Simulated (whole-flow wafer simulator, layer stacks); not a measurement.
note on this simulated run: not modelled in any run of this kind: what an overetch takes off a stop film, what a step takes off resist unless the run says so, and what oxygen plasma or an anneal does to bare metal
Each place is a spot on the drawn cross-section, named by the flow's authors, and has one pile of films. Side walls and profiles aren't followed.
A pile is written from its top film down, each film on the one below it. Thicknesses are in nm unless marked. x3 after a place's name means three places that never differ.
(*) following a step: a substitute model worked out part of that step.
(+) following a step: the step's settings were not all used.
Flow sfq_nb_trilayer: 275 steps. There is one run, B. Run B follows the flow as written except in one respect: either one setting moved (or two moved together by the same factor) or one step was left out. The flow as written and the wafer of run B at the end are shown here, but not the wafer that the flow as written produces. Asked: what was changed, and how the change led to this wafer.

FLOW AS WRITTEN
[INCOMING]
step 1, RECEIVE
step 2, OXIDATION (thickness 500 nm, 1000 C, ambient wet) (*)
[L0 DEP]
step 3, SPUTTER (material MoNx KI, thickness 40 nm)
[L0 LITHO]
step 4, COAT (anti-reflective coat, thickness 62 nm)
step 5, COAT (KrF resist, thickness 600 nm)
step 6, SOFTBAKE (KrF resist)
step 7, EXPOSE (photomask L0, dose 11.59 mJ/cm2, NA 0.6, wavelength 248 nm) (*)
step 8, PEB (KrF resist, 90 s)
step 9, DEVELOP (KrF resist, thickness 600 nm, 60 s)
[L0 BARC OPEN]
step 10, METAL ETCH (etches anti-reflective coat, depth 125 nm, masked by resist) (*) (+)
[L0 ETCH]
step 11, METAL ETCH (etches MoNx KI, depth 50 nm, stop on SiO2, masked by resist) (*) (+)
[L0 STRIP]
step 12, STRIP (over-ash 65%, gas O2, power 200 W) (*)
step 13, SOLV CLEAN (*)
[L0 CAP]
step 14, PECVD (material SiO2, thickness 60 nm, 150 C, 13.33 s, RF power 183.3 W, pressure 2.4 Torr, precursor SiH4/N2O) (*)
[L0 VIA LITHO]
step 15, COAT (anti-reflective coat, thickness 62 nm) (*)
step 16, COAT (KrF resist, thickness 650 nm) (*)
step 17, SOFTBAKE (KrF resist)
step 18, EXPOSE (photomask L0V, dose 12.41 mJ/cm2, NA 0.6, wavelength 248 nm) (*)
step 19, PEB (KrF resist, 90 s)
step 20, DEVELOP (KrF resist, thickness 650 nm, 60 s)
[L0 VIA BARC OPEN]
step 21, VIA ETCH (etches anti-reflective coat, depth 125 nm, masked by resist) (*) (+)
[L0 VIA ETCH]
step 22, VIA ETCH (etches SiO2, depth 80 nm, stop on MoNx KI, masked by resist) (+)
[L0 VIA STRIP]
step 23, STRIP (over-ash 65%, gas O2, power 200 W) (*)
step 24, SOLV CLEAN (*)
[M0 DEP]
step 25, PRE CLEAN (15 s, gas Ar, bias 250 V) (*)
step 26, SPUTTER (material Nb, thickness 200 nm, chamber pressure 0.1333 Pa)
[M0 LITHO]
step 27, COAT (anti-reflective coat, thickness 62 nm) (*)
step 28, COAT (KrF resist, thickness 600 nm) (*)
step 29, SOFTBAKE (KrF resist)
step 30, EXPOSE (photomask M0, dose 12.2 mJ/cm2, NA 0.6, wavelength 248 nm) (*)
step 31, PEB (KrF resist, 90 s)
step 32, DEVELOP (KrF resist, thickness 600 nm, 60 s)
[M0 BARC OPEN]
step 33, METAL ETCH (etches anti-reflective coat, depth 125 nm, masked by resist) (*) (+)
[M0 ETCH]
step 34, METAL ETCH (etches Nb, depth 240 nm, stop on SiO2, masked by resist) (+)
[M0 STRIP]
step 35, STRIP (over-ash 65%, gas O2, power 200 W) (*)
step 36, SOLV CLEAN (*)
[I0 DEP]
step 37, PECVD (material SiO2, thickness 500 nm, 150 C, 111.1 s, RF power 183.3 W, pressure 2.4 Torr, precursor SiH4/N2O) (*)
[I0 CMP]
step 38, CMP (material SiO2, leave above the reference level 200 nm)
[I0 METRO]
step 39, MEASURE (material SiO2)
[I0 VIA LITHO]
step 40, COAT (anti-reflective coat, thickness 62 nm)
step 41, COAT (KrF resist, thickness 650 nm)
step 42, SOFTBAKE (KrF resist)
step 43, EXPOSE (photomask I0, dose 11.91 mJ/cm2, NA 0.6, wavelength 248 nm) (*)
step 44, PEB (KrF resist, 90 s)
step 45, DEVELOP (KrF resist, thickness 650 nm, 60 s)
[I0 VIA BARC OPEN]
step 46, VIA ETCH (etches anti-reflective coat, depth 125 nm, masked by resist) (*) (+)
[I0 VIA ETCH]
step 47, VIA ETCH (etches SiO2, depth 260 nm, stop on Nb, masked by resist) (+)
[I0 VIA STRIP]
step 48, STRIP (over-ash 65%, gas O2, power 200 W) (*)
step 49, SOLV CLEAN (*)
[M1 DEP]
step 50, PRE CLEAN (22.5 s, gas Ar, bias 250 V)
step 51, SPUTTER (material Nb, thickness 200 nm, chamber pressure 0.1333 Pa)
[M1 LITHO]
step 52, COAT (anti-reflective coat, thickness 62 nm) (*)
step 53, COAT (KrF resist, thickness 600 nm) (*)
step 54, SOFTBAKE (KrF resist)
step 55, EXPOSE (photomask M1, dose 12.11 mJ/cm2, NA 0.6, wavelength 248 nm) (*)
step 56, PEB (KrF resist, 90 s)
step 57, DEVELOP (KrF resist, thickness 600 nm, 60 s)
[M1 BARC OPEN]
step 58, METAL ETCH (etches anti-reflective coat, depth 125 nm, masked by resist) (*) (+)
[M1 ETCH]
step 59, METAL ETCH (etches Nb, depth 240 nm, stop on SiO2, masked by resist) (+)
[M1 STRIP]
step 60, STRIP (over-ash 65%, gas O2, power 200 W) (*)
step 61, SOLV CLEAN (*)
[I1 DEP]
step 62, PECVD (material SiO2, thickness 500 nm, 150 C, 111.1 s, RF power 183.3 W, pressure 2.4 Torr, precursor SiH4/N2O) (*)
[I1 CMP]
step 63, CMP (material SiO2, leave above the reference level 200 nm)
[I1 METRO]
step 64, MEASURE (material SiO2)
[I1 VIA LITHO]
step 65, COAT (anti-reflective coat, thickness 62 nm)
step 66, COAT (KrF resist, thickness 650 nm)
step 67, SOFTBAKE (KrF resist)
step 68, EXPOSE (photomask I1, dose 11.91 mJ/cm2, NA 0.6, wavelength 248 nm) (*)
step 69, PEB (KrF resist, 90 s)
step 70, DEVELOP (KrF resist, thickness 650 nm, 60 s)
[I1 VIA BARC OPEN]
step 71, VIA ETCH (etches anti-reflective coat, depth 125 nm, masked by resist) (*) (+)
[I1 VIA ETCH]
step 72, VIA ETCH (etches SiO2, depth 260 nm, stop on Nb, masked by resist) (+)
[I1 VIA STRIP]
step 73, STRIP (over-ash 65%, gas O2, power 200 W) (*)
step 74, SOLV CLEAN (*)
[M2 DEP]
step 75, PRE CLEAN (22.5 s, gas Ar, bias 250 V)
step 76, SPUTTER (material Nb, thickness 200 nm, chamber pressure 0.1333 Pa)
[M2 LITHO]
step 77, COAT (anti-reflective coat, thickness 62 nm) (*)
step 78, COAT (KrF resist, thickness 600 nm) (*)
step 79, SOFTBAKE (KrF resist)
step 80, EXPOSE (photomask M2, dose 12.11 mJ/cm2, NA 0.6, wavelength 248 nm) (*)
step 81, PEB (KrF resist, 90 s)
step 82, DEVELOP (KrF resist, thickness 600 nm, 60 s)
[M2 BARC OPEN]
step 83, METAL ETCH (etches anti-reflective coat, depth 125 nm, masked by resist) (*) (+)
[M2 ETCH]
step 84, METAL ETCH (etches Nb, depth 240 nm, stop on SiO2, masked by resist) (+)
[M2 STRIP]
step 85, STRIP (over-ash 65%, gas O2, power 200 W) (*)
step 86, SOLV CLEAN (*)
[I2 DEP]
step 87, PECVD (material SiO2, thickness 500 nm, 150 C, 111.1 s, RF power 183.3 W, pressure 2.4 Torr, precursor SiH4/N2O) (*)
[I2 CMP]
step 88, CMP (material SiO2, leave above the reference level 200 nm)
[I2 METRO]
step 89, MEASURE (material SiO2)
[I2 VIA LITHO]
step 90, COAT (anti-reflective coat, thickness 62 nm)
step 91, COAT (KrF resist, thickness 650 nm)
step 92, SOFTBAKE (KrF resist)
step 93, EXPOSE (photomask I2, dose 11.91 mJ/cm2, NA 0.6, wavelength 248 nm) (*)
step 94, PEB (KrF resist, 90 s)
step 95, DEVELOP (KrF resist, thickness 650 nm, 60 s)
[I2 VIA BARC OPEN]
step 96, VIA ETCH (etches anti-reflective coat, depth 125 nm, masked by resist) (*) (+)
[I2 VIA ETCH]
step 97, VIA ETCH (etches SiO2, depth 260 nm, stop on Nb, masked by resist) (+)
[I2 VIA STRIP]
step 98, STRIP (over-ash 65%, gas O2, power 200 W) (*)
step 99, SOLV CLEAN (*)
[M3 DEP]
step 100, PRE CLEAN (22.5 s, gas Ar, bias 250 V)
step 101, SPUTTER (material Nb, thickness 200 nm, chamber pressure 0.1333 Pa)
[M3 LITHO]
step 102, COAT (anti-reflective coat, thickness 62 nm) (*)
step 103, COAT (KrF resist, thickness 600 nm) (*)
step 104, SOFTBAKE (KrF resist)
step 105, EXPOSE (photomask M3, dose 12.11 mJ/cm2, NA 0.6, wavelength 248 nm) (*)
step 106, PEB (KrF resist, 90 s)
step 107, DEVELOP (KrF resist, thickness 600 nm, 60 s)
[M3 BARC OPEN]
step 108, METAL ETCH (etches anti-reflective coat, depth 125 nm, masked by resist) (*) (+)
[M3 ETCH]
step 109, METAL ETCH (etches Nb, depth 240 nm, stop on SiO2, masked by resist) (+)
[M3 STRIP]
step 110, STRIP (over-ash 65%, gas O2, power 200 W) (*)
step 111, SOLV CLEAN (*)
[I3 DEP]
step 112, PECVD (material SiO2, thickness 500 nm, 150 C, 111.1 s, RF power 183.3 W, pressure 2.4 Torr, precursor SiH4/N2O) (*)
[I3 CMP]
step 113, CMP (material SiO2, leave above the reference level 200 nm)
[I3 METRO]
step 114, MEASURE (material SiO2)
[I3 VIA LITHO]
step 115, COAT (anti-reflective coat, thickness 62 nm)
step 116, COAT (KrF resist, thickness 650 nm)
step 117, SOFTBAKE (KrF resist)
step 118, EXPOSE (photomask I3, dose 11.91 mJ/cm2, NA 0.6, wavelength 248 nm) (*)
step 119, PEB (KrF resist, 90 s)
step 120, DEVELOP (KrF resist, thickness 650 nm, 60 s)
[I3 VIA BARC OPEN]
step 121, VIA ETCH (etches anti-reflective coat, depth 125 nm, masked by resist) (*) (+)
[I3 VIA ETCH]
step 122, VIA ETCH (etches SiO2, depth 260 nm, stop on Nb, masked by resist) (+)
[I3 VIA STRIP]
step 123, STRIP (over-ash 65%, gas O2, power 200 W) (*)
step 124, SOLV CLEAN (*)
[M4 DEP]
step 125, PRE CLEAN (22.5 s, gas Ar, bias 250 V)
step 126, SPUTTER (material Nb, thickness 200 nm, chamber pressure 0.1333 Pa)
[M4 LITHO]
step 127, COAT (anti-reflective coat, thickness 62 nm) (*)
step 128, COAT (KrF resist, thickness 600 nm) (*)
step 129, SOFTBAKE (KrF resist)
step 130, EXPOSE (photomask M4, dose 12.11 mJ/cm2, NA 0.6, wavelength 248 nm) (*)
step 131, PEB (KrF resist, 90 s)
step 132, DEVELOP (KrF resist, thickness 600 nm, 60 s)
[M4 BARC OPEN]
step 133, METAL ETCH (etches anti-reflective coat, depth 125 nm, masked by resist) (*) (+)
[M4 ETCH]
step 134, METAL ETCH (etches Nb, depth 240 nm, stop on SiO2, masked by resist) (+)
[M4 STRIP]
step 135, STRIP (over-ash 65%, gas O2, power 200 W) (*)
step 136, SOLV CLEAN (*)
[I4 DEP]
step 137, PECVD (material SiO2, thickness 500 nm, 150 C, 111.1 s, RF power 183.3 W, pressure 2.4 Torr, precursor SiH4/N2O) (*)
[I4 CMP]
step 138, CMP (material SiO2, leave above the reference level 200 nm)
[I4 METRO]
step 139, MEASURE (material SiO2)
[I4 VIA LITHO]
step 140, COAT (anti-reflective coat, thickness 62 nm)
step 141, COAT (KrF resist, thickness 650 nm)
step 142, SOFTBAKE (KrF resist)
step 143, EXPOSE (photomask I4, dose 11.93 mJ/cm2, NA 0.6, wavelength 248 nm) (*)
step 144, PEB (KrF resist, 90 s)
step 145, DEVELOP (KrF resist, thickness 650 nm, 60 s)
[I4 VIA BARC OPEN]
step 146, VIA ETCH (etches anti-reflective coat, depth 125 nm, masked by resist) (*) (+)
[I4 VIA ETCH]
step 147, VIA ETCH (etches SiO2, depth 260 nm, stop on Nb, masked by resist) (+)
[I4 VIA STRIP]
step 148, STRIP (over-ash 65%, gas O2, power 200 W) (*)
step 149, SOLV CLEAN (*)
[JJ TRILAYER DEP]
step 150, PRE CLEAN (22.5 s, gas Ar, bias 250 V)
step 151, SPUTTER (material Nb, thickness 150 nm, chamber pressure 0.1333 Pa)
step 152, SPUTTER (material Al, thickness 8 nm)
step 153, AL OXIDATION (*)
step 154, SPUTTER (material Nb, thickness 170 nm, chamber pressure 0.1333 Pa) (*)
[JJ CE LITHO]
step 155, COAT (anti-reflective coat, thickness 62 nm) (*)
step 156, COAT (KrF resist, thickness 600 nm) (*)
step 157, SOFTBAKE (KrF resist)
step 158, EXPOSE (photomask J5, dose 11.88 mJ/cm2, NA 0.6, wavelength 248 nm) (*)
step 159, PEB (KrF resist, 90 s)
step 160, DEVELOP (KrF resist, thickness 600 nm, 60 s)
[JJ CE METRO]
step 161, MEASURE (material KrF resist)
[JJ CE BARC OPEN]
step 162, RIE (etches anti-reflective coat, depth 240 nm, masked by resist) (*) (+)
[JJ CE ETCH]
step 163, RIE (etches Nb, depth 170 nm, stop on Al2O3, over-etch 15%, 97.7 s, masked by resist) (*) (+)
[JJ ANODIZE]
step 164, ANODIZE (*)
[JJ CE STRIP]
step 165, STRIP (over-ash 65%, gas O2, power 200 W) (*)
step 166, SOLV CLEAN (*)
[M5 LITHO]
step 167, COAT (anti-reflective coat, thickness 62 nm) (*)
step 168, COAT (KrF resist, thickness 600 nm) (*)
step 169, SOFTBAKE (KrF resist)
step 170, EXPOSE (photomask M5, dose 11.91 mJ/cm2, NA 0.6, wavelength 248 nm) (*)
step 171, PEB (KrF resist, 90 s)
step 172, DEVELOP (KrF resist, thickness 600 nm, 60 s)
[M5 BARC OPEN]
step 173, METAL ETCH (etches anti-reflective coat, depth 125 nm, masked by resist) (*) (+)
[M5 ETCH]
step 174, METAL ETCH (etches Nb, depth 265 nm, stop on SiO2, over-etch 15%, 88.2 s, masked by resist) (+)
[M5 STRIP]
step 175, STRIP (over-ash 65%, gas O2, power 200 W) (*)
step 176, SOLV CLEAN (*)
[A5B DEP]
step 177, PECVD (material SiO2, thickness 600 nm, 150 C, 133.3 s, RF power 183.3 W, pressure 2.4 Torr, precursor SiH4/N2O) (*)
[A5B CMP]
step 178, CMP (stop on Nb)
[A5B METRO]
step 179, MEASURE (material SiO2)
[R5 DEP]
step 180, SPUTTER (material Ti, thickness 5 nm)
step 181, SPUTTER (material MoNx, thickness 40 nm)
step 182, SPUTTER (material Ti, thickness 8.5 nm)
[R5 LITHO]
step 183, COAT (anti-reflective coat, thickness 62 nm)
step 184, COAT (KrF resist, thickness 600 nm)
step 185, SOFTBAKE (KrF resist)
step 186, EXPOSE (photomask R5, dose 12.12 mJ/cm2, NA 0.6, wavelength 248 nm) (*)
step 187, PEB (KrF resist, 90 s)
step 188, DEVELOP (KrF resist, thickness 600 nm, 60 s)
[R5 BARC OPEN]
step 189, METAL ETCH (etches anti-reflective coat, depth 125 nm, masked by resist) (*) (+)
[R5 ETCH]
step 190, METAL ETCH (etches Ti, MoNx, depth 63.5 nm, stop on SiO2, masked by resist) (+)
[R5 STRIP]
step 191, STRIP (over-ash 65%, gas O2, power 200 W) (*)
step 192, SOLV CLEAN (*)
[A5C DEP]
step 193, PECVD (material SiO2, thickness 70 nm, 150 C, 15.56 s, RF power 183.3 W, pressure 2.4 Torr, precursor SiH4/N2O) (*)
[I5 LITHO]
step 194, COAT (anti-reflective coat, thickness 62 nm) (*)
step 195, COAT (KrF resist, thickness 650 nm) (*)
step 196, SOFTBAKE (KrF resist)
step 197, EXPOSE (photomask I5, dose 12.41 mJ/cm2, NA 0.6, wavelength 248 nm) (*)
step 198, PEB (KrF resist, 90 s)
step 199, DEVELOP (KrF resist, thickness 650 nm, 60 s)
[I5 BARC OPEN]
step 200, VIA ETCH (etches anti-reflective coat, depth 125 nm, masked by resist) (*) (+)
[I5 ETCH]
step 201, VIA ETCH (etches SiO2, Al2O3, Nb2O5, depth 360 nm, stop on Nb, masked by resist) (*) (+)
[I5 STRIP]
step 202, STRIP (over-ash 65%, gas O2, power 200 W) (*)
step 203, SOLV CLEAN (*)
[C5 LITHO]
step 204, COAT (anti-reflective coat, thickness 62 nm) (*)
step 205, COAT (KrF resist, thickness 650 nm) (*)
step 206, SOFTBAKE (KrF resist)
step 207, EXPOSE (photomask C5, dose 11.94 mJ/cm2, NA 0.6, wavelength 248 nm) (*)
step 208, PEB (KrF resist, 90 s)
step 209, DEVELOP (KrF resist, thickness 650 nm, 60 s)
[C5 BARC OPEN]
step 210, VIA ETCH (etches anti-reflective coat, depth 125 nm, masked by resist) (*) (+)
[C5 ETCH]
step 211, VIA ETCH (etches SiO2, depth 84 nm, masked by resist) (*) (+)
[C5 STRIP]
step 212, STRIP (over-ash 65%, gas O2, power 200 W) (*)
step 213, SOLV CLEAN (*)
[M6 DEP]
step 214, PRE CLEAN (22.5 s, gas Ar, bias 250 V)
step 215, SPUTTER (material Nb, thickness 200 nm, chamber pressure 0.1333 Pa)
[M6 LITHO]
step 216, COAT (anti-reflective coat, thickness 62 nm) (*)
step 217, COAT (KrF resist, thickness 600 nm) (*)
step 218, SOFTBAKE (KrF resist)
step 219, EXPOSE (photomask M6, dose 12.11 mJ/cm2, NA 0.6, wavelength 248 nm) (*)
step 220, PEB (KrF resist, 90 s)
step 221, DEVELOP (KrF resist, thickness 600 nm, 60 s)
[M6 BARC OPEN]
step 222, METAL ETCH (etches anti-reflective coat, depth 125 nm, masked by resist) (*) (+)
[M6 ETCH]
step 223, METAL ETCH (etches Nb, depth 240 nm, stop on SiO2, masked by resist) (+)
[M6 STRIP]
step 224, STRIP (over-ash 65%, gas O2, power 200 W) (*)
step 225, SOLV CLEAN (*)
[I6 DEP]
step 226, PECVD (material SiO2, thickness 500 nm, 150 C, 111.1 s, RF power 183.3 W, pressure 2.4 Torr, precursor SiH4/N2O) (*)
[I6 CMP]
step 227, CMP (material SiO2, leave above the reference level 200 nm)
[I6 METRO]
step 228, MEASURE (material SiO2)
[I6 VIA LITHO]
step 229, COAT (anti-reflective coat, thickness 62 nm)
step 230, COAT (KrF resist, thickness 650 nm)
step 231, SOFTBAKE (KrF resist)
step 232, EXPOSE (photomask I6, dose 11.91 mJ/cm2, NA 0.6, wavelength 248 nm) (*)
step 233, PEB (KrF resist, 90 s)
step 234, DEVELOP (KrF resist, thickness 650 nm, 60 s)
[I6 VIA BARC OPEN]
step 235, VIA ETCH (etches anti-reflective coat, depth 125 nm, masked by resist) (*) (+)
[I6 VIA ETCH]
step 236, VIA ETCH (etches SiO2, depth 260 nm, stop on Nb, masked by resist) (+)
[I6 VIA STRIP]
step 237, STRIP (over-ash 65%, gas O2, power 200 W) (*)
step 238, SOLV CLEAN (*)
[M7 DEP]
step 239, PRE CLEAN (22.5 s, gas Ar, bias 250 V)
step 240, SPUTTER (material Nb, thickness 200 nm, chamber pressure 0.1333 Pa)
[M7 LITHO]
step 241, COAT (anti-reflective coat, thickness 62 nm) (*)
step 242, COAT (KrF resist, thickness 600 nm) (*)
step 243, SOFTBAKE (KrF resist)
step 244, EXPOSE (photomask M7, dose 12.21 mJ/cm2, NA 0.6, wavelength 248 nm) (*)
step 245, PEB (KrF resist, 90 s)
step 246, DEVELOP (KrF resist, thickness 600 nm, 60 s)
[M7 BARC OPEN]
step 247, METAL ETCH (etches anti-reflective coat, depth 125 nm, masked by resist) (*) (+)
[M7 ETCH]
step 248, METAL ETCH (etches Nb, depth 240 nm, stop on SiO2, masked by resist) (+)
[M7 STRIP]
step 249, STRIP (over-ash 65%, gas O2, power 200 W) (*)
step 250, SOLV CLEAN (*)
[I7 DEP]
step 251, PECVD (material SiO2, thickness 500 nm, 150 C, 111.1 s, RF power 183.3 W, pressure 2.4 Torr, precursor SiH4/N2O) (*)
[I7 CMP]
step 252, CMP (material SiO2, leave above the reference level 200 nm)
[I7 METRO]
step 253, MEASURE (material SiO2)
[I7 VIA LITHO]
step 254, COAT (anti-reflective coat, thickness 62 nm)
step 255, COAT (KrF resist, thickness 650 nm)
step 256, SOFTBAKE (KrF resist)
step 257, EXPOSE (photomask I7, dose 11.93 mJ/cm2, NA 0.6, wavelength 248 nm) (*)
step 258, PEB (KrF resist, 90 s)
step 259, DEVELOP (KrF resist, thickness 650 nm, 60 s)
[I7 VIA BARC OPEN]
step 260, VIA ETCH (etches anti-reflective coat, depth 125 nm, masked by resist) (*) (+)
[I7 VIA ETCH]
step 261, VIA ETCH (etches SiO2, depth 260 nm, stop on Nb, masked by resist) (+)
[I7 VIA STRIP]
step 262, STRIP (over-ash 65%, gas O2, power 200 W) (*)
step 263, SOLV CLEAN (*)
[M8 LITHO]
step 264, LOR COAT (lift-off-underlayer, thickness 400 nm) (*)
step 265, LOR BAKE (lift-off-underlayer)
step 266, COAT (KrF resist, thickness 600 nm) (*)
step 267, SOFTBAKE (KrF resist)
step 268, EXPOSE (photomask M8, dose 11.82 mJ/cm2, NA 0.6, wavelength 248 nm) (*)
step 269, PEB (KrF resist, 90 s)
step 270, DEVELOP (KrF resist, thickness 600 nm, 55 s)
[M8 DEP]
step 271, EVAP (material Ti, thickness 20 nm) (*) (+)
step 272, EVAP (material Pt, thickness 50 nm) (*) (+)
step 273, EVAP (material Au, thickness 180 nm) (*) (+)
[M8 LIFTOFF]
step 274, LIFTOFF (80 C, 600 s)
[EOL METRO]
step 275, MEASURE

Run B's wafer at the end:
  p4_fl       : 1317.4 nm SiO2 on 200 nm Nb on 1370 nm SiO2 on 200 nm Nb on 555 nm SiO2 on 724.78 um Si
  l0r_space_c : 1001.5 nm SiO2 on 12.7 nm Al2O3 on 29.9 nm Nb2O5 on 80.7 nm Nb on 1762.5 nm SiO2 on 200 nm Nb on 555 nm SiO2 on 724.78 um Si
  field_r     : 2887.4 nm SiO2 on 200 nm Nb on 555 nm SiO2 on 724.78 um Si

The reason: step 151, SPUTTER: thickness 91.5 nm was run, whereas the flow has thickness 150 nm.

The path from the change to this, step by step:
  step 151, SPUTTER (material Nb, thickness 150 nm, chamber pressure 0.1333 Pa)
      field_l, v_sur, via_sp and 100 more: +91.5 Nb (new film) (in the flow as written it would be: +150 Nb (new film))
      via_wl, via_wr: +65.4 Nb (in the flow as written it would be: +130.4 Nb)
      (and at 1 other place as well)
  step 154, SPUTTER (material Nb, thickness 170 nm, chamber pressure 0.1333 Pa) (*)
      via_w: +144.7 Nb (new film) (in the flow as written it would be: +141 Nb (new film))
  step 155, COAT (anti-reflective coat, thickness 62 nm) (*)
      via_wl, via_wr: +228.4 anti-reflective coat (new film) (in the flow as written it would be: +209.4 anti-reflective coat (new film))
  step 162, RIE (etches anti-reflective coat, depth 240 nm, masked by resist) (*) (+)
      ce_l, c5j, ce_r, wl_jj: -228.4 KrF resist (in the flow as written it would be: -209.4 KrF resist)
      via_wl, via_wr: -228.4 anti-reflective coat (all of it) (in the flow as written it would be: -209.4 anti-reflective coat (all of it))
  step 163, RIE (etches Nb, depth 170 nm, stop on Al2O3, over-etch 15%, 97.7 s, masked by resist) (*) (+)
      via_w: -144.7 Nb (all of it), -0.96 Al2O3 (all of it) (in the flow as written it would be: -141 Nb (all of it), -0.96 Al2O3 (all of it))
  step 164, ANODIZE (*)
      via_wl, via_wr: +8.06 Al2O3 (new film), +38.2 Nb2O5 (new film), -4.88 Al (all of it), -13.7 Nb (in the flow as written it would be: +7.52 Al2O3 (new film), +39.2 Nb2O5 (new film), -4.56 Al (all of it), -14.1 Nb)
  step 165, STRIP (over-ash 65%, gas O2, power 200 W) (*)
      ce_l: -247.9 KrF resist (all of it), -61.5 anti-reflective coat (all of it) (in the flow as written it would be: -266.8 KrF resist (all of it), -61.4 anti-reflective coat (all of it))
      c5j: -247.9 KrF resist (all of it), -61.5 anti-reflective coat (all of it) (in the flow as written it would be: -266.9 KrF resist (all of it), -61.5 anti-reflective coat (all of it))
      (and at 2 other places as well)
  step 167, COAT (anti-reflective coat, thickness 62 nm) (*)
      via_wl: +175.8 anti-reflective coat (new film) (in the flow as written it would be: +170.5 anti-reflective coat (new film))
      via_w: +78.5 anti-reflective coat (new film) (in the flow as written it would be: +84.1 anti-reflective coat (new film))
      (and at 3 other places as well)
  step 174, METAL ETCH (etches Nb, depth 265 nm, stop on SiO2, over-etch 15%, 88.2 s, masked by resist) (+)
      field_l, r_sur, res and 50 more: -12.6 Al2O3 (all of it), -29.9 Nb2O5 (all of it), -80.7 Nb (all of it), -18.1 SiO2 (in the flow as written it would be: -12.6 Al2O3 (all of it), -29.9 Nb2O5 (all of it), -139.2 Nb (all of it), -12.3 SiO2)
  step 175, STRIP (over-ash 65%, gas O2, power 200 W) (*)
      via_wl: -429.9 KrF resist (all of it), -175.8 anti-reflective coat (all of it) (in the flow as written it would be: -427 KrF resist (all of it), -170.5 anti-reflective coat (all of it))
      via_w: -497.4 KrF resist (all of it), -78.5 anti-reflective coat (all of it) (in the flow as written it would be: -503.5 KrF resist (all of it), -84.1 anti-reflective coat (all of it))
      (and at 3 other places as well)
  step 177, PECVD (material SiO2, thickness 600 nm, 150 C, 133.3 s, RF power 183.3 W, pressure 2.4 Torr, precursor SiH4/N2O) (*)
      via_wl, via_wr: +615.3 SiO2 (new film) (in the flow as written it would be: +600 SiO2 (new film))
  step 178, CMP (stop on Nb)
      field_l, p4_fl, p4_fm and 39 more: -312 SiO2 (in the flow as written it would be: -259.3 SiO2)
      r_sur, res, r_end, moat, field_r, lsp_l: -312 SiO2 (in the flow as written it would be: -252.3 SiO2)
      (and at 8 other places as well)
